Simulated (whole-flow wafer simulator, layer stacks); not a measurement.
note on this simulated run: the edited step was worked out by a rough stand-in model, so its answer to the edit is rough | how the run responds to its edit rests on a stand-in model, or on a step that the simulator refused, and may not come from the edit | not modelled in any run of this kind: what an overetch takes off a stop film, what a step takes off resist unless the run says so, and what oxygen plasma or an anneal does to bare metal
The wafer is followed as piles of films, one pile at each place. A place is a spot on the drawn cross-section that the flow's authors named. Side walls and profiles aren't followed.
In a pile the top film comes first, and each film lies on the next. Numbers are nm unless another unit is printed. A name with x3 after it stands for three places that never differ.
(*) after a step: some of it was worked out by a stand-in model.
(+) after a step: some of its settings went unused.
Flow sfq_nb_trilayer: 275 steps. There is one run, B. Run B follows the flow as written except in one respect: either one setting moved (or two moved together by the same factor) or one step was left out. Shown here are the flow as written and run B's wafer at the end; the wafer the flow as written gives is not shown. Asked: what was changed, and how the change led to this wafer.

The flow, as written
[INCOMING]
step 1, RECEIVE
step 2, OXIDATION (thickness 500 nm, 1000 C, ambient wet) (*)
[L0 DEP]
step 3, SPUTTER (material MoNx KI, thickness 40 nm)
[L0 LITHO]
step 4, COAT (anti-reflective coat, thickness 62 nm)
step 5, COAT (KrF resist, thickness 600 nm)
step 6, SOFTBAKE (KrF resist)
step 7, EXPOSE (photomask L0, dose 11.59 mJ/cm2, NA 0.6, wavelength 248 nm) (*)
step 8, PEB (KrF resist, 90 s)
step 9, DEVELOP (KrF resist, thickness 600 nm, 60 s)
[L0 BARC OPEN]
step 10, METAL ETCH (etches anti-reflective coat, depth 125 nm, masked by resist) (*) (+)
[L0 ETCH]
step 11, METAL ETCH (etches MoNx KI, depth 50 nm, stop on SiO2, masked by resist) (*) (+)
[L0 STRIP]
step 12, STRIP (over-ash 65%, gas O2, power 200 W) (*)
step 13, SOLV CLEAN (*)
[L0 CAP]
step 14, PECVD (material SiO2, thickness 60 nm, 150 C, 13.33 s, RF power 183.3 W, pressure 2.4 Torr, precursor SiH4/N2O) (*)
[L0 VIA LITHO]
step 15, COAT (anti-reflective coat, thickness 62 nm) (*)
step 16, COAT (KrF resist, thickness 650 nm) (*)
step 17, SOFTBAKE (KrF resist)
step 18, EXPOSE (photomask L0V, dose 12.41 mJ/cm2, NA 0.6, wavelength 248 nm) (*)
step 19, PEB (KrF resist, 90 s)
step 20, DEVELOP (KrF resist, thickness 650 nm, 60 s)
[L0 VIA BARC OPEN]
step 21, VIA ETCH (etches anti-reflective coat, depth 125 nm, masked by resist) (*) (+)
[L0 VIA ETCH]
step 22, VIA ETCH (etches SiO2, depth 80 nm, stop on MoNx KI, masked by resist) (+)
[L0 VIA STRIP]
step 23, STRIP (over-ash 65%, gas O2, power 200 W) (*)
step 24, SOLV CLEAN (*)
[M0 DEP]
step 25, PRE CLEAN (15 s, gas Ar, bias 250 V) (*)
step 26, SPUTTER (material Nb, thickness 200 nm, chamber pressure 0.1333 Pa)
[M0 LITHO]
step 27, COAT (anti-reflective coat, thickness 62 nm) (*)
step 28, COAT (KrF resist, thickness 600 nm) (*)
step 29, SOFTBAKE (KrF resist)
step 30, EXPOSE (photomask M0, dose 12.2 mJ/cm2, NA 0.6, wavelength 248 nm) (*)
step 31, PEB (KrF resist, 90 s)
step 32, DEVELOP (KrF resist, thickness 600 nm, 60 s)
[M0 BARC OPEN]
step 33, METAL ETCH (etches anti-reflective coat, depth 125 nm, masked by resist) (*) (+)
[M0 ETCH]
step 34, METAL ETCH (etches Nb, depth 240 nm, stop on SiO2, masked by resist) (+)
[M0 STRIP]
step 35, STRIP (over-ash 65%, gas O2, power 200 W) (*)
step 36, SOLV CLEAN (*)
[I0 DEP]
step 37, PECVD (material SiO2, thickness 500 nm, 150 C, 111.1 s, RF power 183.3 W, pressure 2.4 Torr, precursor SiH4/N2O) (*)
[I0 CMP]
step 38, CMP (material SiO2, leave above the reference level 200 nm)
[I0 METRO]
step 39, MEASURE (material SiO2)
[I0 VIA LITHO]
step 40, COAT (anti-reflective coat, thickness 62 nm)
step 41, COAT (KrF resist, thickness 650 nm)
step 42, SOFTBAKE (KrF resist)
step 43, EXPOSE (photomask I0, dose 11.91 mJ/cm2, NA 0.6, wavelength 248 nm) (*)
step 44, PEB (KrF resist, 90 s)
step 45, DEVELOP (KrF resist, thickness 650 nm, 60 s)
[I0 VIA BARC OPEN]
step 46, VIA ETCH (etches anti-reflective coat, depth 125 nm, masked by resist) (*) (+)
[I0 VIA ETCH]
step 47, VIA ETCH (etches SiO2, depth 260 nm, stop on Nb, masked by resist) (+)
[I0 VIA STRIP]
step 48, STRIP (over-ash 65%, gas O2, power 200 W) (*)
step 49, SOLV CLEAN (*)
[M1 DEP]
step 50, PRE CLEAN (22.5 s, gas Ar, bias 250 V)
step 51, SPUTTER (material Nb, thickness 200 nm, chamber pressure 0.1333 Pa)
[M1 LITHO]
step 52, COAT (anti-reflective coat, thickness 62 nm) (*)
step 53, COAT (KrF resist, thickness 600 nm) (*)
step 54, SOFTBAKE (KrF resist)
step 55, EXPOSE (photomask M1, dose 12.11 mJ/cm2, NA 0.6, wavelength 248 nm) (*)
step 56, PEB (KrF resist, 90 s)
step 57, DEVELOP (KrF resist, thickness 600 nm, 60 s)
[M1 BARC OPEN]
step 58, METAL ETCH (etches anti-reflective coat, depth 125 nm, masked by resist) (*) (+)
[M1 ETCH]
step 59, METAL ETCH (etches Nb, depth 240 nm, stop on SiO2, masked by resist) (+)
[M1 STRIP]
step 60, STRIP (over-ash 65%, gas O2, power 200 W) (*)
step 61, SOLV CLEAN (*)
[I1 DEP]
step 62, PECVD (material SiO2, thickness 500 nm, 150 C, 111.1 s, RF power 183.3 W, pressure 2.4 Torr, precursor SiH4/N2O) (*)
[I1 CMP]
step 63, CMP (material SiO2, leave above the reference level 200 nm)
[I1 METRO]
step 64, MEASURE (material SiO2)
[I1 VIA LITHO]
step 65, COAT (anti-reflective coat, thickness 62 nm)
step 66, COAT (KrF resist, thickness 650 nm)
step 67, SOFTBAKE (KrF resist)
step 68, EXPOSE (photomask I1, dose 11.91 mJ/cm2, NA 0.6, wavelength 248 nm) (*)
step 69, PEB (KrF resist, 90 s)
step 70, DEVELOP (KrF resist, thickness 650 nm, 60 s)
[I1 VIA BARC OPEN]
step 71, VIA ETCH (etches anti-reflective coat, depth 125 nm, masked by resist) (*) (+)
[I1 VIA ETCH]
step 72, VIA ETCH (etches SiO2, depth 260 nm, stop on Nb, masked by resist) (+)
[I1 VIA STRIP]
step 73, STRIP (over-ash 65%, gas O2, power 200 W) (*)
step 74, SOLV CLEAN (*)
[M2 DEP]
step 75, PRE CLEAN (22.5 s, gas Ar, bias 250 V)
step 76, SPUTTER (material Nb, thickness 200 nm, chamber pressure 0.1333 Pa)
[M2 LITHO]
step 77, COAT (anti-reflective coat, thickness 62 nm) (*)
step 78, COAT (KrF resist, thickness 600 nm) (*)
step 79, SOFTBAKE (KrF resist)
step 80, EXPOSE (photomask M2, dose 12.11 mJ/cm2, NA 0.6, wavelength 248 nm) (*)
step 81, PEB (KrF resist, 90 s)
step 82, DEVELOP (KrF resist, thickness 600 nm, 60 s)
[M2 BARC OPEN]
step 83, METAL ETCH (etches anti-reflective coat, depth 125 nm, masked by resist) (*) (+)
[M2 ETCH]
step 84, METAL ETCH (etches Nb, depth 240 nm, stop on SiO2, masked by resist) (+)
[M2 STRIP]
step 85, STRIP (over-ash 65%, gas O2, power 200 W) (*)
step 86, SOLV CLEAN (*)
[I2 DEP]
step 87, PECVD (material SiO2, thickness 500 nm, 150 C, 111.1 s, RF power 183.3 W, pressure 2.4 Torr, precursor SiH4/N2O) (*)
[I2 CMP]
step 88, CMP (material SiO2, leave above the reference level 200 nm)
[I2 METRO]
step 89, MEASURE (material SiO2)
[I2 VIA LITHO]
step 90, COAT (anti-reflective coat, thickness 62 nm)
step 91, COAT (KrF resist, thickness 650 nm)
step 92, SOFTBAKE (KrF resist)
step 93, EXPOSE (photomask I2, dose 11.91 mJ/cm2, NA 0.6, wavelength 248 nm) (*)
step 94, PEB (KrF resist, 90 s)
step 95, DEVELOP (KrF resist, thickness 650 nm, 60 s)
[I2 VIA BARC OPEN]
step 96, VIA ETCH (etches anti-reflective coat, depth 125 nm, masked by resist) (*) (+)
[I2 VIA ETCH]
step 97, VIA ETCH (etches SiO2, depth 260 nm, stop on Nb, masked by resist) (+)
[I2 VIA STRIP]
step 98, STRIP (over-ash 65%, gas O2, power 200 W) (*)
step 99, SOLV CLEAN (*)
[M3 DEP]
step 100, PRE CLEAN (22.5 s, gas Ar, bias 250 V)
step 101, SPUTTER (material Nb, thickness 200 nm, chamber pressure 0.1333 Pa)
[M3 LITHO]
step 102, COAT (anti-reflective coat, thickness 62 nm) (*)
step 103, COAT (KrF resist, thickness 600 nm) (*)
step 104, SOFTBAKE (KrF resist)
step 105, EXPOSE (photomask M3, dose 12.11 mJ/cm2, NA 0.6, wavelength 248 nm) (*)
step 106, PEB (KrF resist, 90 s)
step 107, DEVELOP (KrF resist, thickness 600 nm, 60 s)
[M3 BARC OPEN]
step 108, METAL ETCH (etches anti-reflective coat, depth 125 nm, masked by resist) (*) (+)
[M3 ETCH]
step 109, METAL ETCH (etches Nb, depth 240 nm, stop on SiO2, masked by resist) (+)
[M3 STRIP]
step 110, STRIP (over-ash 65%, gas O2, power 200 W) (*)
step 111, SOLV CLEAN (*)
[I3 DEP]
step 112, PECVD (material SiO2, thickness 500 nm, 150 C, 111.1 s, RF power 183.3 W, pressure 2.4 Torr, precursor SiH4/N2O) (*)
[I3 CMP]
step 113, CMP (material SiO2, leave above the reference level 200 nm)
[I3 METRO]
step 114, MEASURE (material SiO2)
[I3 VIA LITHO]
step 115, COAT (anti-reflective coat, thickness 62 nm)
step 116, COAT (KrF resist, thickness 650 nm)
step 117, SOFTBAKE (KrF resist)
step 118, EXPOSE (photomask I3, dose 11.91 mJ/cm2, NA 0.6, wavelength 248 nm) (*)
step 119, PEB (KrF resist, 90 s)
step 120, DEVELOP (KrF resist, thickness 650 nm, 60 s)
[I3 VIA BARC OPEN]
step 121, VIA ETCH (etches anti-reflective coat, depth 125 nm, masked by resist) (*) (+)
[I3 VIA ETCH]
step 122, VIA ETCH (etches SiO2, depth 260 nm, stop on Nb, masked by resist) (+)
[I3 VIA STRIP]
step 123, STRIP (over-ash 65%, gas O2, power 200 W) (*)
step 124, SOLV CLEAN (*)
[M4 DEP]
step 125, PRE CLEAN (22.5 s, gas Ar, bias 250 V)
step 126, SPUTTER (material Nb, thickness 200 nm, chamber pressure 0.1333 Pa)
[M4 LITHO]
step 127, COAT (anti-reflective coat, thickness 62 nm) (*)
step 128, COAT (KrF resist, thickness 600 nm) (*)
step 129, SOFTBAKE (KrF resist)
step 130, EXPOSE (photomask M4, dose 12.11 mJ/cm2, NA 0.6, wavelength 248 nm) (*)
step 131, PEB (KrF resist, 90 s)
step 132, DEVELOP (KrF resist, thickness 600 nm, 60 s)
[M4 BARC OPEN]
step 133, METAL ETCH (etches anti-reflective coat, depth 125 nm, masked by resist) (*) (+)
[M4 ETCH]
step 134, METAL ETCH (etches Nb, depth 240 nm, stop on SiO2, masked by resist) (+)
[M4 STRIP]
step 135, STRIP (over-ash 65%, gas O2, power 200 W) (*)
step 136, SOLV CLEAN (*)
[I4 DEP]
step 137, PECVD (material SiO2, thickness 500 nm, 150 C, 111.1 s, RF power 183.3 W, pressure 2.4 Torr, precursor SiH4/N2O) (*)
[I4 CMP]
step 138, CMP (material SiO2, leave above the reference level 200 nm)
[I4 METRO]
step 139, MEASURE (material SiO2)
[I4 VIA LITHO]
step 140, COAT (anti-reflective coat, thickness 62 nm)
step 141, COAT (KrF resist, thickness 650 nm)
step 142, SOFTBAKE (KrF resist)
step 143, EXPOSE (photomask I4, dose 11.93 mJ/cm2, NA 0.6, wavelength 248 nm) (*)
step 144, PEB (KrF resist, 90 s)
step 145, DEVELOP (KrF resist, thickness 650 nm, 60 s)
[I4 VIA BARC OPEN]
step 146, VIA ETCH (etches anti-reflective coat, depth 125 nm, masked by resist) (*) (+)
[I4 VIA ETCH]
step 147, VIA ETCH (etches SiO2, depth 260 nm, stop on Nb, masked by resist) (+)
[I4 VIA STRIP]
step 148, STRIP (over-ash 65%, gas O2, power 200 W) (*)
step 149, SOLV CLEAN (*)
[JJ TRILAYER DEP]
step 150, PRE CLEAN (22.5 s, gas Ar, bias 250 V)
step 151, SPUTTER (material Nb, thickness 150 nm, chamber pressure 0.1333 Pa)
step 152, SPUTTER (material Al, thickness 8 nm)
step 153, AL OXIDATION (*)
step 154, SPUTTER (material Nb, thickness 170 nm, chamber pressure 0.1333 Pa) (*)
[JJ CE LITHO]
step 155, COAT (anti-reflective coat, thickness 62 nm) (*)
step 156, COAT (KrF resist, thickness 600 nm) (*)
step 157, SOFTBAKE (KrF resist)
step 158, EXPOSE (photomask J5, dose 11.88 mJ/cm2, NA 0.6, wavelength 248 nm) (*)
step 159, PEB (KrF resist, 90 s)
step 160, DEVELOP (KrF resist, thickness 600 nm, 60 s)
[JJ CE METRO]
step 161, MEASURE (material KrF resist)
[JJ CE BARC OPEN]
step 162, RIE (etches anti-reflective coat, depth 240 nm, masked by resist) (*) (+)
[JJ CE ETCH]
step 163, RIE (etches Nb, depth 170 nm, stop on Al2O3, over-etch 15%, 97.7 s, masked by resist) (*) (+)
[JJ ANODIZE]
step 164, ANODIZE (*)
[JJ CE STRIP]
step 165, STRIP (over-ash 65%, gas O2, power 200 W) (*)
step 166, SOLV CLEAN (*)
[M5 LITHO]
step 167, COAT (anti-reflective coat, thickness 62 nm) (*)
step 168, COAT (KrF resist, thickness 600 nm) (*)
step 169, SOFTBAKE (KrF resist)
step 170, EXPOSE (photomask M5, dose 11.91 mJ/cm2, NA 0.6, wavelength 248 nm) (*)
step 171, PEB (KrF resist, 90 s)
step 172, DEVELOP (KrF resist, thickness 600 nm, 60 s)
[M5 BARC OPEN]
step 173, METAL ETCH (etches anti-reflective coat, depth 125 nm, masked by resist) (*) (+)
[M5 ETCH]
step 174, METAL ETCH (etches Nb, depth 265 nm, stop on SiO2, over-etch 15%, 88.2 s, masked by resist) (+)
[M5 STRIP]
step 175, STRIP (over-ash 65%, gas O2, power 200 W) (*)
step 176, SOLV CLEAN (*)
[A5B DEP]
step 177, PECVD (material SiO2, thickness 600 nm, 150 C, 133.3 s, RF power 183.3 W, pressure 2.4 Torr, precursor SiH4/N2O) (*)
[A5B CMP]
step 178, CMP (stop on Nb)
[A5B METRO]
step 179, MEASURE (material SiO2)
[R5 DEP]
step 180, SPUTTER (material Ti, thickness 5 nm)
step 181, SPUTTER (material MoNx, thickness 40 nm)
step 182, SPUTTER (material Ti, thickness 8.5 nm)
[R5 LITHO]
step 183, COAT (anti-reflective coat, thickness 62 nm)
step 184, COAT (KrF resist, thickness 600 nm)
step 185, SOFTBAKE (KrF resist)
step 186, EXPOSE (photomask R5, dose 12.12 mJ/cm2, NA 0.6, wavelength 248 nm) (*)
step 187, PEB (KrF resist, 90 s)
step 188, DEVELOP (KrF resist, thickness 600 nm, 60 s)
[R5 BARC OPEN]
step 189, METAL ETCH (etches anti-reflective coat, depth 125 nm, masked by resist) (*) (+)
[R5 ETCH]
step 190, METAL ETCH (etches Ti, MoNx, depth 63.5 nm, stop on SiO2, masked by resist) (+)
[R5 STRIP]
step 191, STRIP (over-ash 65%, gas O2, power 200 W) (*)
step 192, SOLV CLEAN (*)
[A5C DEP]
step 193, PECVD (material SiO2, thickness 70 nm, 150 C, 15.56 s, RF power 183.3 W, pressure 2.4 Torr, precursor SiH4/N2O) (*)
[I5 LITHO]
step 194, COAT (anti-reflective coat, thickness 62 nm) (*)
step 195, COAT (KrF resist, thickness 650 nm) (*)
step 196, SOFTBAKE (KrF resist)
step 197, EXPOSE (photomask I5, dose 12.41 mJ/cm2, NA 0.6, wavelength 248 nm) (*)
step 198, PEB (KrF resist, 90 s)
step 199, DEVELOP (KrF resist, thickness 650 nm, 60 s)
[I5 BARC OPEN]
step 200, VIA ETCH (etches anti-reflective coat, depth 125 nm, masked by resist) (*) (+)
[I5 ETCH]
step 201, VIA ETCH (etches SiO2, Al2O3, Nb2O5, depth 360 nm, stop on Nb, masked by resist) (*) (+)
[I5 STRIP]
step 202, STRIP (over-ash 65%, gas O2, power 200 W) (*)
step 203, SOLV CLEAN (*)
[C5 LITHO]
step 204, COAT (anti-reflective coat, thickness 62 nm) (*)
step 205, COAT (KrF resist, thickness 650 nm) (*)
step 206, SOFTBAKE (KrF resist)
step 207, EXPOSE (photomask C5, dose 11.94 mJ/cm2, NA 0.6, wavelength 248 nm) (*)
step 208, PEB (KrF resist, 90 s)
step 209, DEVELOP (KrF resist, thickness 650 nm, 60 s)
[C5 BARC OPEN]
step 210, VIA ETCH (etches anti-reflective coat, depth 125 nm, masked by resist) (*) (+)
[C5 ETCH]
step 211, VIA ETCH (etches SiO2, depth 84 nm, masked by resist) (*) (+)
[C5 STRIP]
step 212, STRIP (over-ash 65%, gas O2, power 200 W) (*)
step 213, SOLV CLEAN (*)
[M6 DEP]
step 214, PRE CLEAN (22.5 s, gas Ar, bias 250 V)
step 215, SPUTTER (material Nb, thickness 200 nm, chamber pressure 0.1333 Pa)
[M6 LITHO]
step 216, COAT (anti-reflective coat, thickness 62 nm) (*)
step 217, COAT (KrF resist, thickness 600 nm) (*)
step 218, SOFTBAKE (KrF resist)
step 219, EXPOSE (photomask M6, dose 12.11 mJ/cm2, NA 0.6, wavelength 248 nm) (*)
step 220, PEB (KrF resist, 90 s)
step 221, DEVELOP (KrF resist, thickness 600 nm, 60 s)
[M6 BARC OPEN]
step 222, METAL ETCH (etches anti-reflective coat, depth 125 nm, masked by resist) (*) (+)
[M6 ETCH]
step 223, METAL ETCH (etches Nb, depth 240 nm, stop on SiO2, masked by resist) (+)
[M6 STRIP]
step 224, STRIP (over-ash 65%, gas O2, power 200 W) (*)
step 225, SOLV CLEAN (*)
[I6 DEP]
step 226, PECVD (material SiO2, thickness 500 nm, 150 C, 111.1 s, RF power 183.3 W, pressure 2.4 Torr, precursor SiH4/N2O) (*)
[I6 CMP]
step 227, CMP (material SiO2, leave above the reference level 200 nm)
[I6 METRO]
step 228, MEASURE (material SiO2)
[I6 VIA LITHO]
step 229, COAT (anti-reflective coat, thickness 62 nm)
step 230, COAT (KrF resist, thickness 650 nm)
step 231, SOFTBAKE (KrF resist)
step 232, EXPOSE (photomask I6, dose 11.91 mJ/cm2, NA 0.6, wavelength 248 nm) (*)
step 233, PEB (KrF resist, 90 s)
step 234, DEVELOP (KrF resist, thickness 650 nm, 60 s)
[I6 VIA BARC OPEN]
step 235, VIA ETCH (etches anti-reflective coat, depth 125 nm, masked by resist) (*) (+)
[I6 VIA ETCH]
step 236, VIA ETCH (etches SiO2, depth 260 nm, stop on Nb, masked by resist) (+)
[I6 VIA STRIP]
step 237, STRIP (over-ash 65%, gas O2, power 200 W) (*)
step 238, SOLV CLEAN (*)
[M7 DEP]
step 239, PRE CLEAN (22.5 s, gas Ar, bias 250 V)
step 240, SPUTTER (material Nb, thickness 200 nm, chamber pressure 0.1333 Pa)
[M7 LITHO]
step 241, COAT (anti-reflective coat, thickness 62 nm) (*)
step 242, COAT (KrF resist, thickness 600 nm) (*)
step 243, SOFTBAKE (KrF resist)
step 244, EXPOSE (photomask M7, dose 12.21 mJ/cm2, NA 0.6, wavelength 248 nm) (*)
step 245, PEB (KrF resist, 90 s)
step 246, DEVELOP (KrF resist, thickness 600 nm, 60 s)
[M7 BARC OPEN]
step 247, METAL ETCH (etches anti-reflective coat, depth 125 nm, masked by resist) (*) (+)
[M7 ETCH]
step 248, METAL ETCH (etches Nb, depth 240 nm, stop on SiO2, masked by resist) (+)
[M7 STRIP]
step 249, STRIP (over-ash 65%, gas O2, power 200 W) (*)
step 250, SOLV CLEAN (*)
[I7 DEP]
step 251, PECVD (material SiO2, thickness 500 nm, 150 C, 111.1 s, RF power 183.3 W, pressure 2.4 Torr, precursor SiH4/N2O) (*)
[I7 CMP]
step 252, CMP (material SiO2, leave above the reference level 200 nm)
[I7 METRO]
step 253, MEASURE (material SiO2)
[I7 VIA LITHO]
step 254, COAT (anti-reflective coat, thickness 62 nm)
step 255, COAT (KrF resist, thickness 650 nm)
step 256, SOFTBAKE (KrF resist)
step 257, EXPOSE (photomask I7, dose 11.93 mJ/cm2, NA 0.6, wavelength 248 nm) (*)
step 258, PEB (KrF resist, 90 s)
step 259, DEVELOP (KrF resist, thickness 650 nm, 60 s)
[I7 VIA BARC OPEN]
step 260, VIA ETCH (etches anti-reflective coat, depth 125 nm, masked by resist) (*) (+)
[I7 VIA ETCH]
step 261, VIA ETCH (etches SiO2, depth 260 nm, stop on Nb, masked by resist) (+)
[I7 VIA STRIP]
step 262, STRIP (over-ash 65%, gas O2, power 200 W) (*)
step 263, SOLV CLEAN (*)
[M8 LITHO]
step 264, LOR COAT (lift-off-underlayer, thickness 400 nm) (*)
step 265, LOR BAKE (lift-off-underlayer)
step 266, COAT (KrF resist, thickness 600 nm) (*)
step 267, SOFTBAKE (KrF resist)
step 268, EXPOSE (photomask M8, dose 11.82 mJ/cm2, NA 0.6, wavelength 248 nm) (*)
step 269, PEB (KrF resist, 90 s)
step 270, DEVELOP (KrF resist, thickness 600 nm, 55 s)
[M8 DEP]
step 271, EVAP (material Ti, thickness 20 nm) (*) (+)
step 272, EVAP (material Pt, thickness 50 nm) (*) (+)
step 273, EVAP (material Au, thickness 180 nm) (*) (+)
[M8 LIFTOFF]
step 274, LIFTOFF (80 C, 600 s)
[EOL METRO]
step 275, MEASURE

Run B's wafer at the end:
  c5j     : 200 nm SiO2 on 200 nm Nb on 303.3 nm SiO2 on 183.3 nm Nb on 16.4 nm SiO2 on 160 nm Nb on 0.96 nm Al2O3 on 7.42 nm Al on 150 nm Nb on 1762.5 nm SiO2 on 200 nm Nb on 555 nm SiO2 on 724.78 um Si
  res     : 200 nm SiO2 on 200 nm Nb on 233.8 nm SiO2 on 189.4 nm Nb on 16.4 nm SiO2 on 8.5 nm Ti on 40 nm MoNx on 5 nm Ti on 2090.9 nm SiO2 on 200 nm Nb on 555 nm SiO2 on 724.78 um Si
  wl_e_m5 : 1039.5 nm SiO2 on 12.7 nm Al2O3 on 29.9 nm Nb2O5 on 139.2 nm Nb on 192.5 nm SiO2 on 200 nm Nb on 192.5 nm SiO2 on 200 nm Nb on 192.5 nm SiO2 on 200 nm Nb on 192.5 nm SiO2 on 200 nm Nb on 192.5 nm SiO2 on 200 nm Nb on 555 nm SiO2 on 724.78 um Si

What caused this: step 193, PECVD: thickness 108 nm was run, while the flow as written has thickness 70 nm; step 193, PECVD: 23.96 s was run, where the flow has 15.56 s.

How this came from the change, step by step:
  step 193, PECVD (material SiO2, thickness 70 nm, 150 C, 15.56 s, RF power 183.3 W, pressure 2.4 Torr, precursor SiH4/N2O) (*)
      field_l, v_sur, via_wl and 92 more: +108 SiO2 (in the flow as written it would be: +70 SiO2)
      ce_l, c5j, ce_r and 8 more: +108 SiO2 (new film) (in the flow as written it would be: +70 SiO2 (new film))
  step 201, VIA ETCH (etches SiO2, Al2O3, Nb2O5, depth 360 nm, stop on Nb, masked by resist) (*) (+)
      be: -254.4 SiO2 (all of it), -12.7 Al2O3 (all of it), -29.9 Nb2O5 (all of it) (in the flow as written it would be: -216.4 SiO2 (all of it), -12.7 Al2O3 (all of it), -29.9 Nb2O5 (all of it))
  step 204, COAT (anti-reflective coat, thickness 62 nm) (*)
      be: +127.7 anti-reflective coat (new film) (in the flow as written it would be: +122.2 anti-reflective coat (new film))
      be_sur: +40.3 anti-reflective coat (new film) (in the flow as written it would be: +41.8 anti-reflective coat (new film))
  step 205, COAT (KrF resist, thickness 650 nm) (*)
      be: +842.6 KrF resist (new film) (in the flow as written it would be: +815.3 KrF resist (new film))
  step 211, VIA ETCH (etches SiO2, depth 84 nm, masked by resist) (*) (+)
      c5j: -84 SiO2 (in the flow as written it would be: -69.9 SiO2 (all of it), -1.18 Nb)
      res: -84 SiO2 (in the flow as written it would be: -69.9 SiO2 (all of it))
  step 212, STRIP (over-ash 65%, gas O2, power 200 W) (*)
      be: -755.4 KrF resist (all of it), -127.7 anti-reflective coat (all of it) (in the flow as written it would be: -728.2 KrF resist (all of it), -122.2 anti-reflective coat (all of it))
      be_sur: -557.6 KrF resist (all of it), -40.3 anti-reflective coat (all of it) (in the flow as written it would be: -559.6 KrF resist (all of it), -41.8 anti-reflective coat (all of it))
  step 214, PRE CLEAN (22.5 s, gas Ar, bias 250 V)
      c5j: -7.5 SiO2 (in the flow as written it would be: -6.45 Nb)
      res: -7.5 SiO2 (in the flow as written it would be: -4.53 Ti)
  step 215, SPUTTER (material Nb, thickness 200 nm, chamber pressure 0.1333 Pa)
      c5j: +183.3 Nb (new film) (in the flow as written it would be: +188.4 Nb)
      be: +139 Nb (in the flow as written it would be: +147.3 Nb)
  step 216, COAT (anti-reflective coat, thickness 62 nm) (*)
      wire: +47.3 anti-reflective coat (new film) (in the flow as written it would be: +48.3 anti-reflective coat (new film))
      be: +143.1 anti-reflective coat (new film) (in the flow as written it would be: +136.7 anti-reflective coat (new film))
      (and at 6 other places as well)
  step 217, COAT (KrF resist, thickness 600 nm) (*)
      be: +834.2 KrF resist (new film) (in the flow as written it would be: +793.9 KrF resist (new film))
  step 224, STRIP (over-ash 65%, gas O2, power 200 W) (*)
      wire: -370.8 KrF resist (all of it), -47.3 anti-reflective coat (all of it) (in the flow as written it would be: -369.8 KrF resist (all of it), -48.3 anti-reflective coat (all of it))
      be: -615.9 KrF resist (all of it), -143.1 anti-reflective coat (all of it) (in the flow as written it would be: -575.8 KrF resist (all of it), -136.7 anti-reflective coat (all of it))
      (and at 6 other places as well)
  step 226, PECVD (material SiO2, thickness 500 nm, 150 C, 111.1 s, RF power 183.3 W, pressure 2.4 Torr, precursor SiH4/N2O) (*)
      be: +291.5 SiO2 (new film), +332 void (new film), +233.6 SiO2 (new film) (in the flow as written it would be: +693.5 SiO2 (new film))
      c5j: +533.8 SiO2 (new film) (in the flow as written it would be: +514.7 SiO2 (new film))
  step 227, CMP (material SiO2, leave above the reference level 200 nm)
      be: -291.5 SiO2 (all of it), -332 void (all of it) (in the flow as written it would be: -182.7 SiO2)
      res: -258.7 SiO2 (in the flow as written it would be: -279.4 SiO2)
  step 229, COAT (anti-reflective coat, thickness 62 nm)
      via_v, jj_sur: +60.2 anti-reflective coat (new film) (in the flow as written it would be: +62 anti-reflective coat (new film))
      via_sp: +60.6 anti-reflective coat (new film) (in the flow as written it would be: +62 anti-reflective coat (new film))
      (and at 6 other places as well)
  step 230, COAT (KrF resist, thickness 650 nm)
      be: +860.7 KrF resist (new film) (in the flow as written it would be: +650 KrF resist (new film))
      gap: +636 KrF resist (new film) (in the flow as written it would be: +650 KrF resist (new film))
  step 233, PEB (KrF resist, 90 s)
      be: -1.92 KrF resist (in the flow as written it would be: -1.38 KrF resist)
  ... 15 further steps ...
  step 274, LIFTOFF (80 C, 600 s)
      be: -180 Au (all of it), -50 Pt (all of it), -20 Ti (all of it), -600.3 KrF resist (all of it), -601 lift-off-underlayer (all of it) (in the flow as written it would be: -180 Au (all of it), -50 Pt (all of it), -20 Ti (all of it), -572.1 KrF resist (all of it), -398.5 lift-off-underlayer (all of it))
      be_sur: -180 Au (all of it), -50 Pt (all of it), -20 Ti (all of it), -582.7 KrF resist (all of it), -376.4 lift-off-underlayer (all of it) (in the flow as written it would be: -180 Au (all of it), -50 Pt (all of it), -20 Ti (all of it), -572.6 KrF resist (all of it), -398.9 lift-off-underlayer (all of it))
Taking metal films that touch as one body, c5j has 5 bodies (between them, from the top down: SiO2 303.3; SiO2 16.4; Al2O3 0.96; SiO2 1762.5); the flow as written gives 4 bodies (between them, from the top down: SiO2 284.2; Al2O3 0.96; SiO2 1762.5).
Taking metal films that touch as one body, res has 4 bodies (between them, from the top down: SiO2 233.8; SiO2 16.4; SiO2 2090.9); the flow as written gives 3 bodies (between them, from the top down: SiO2 213.1; SiO2 2090.9).
